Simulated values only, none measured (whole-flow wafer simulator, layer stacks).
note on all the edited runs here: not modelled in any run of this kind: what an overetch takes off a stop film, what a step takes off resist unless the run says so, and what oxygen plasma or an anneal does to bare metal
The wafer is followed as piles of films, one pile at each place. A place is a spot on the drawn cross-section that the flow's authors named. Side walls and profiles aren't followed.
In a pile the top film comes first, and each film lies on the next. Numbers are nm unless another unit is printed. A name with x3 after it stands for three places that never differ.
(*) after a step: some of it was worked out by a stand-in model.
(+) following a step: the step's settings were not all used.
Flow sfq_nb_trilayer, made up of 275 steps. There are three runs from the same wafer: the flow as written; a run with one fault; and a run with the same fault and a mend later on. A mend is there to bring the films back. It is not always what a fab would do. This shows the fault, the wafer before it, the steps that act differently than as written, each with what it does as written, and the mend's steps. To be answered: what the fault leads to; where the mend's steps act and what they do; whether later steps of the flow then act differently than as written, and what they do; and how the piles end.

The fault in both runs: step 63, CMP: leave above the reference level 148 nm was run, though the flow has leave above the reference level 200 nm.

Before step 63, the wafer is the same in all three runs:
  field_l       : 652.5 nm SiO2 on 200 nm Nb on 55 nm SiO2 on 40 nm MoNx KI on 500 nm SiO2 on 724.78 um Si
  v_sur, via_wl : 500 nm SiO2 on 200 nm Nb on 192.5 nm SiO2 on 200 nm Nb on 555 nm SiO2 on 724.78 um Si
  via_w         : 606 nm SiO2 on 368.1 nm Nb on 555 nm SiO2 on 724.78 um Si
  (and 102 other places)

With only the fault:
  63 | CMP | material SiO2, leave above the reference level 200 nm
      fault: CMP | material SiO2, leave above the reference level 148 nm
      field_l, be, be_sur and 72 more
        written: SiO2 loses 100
        fault: SiO2 loses 152
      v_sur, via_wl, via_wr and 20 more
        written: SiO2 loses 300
        fault: SiO2 loses 352
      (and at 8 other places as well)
  Steps later in the flow that act otherwise than as written (not shown: 4 more steps that differ only slightly, by at most 2% or 0.5 nm, whichever is larger):
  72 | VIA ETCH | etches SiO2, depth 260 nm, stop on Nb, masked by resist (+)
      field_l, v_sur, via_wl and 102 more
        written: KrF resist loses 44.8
        fault: KrF resist loses 38.2
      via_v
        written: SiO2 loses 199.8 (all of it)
        fault: SiO2 loses 147.8 (all of it)
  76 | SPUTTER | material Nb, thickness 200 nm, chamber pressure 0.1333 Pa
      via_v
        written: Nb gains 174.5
        fault: Nb gains 185.1
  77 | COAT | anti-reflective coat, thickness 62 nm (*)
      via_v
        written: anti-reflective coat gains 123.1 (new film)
        fault: anti-reflective coat gains 110.9 (new film)
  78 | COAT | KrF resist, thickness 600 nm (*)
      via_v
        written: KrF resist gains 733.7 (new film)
        fault: KrF resist gains 691.5 (new film)
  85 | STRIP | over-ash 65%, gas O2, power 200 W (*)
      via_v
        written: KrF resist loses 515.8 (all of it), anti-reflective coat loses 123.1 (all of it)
        fault: KrF resist loses 473.7 (all of it), anti-reflective coat loses 110.9 (all of it)
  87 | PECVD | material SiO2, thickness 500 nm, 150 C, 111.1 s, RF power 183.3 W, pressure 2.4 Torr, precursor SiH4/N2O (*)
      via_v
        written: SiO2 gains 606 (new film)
        fault: SiO2 gains 518.9 (new film)
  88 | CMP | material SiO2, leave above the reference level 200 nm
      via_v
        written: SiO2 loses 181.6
        fault: SiO2 loses 157.1
  At v_sur, via_wl, via_w and 86 more, the piles at the end differ from the flow's by more than 2% or 0.5 nm, whichever is larger.
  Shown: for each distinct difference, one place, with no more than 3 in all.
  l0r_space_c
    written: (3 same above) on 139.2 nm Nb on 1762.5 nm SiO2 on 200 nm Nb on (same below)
    fault: (3 same above) on 139.2 nm Nb on 1710.5 nm SiO2 on 200 nm Nb on (same below)
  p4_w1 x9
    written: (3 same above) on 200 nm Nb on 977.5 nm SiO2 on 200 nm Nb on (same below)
    fault: (3 same above) on 200 nm Nb on 925.5 nm SiO2 on 200 nm Nb on (same below)
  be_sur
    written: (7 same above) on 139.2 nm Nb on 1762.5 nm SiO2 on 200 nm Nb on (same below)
    fault: (7 same above) on 139.2 nm Nb on 1710.5 nm SiO2 on 200 nm Nb on (same below)

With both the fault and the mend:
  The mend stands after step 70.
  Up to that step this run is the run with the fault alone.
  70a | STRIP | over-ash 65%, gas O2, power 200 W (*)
      field_l, v_sur, via_wl and 102 more
        KrF resist loses 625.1 (all of it), anti-reflective coat loses 62 (all of it)
      via_v
        anti-reflective coat loses 62 (all of it)
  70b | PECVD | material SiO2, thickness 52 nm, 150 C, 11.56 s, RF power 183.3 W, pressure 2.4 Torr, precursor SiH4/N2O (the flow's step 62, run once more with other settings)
      field_l, v_sur, via_wl and 103 more
        SiO2 gains 52
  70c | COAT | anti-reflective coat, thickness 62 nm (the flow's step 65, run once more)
      field_l, v_sur, via_wl and 103 more
        anti-reflective coat gains 62 (new film)
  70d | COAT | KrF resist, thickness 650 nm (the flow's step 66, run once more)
      field_l, v_sur, via_wl and 103 more
        KrF resist gains 650 (new film)
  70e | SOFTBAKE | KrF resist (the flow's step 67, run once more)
      leaves every film unchanged at each place that is followed
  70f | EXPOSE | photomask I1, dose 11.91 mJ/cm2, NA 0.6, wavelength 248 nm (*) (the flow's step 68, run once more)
      leaves every film unchanged at each place that is followed
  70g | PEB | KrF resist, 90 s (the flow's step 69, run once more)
      field_l, v_sur, via_wl and 103 more
        KrF resist loses 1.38
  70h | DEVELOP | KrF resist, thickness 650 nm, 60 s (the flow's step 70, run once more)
      field_l, v_sur, via_wl and 102 more
        KrF resist loses 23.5
      via_v
        KrF resist loses 648.6 (all of it)
  Every later step of the flow that is run acts as written, at every place that is followed, to within 2% or 0.5 nm, whichever is larger.
  When the end is reached, the piles differ only a little from the flow's at the places that both follow, at most by 2% or 0.5 nm, whichever is larger.
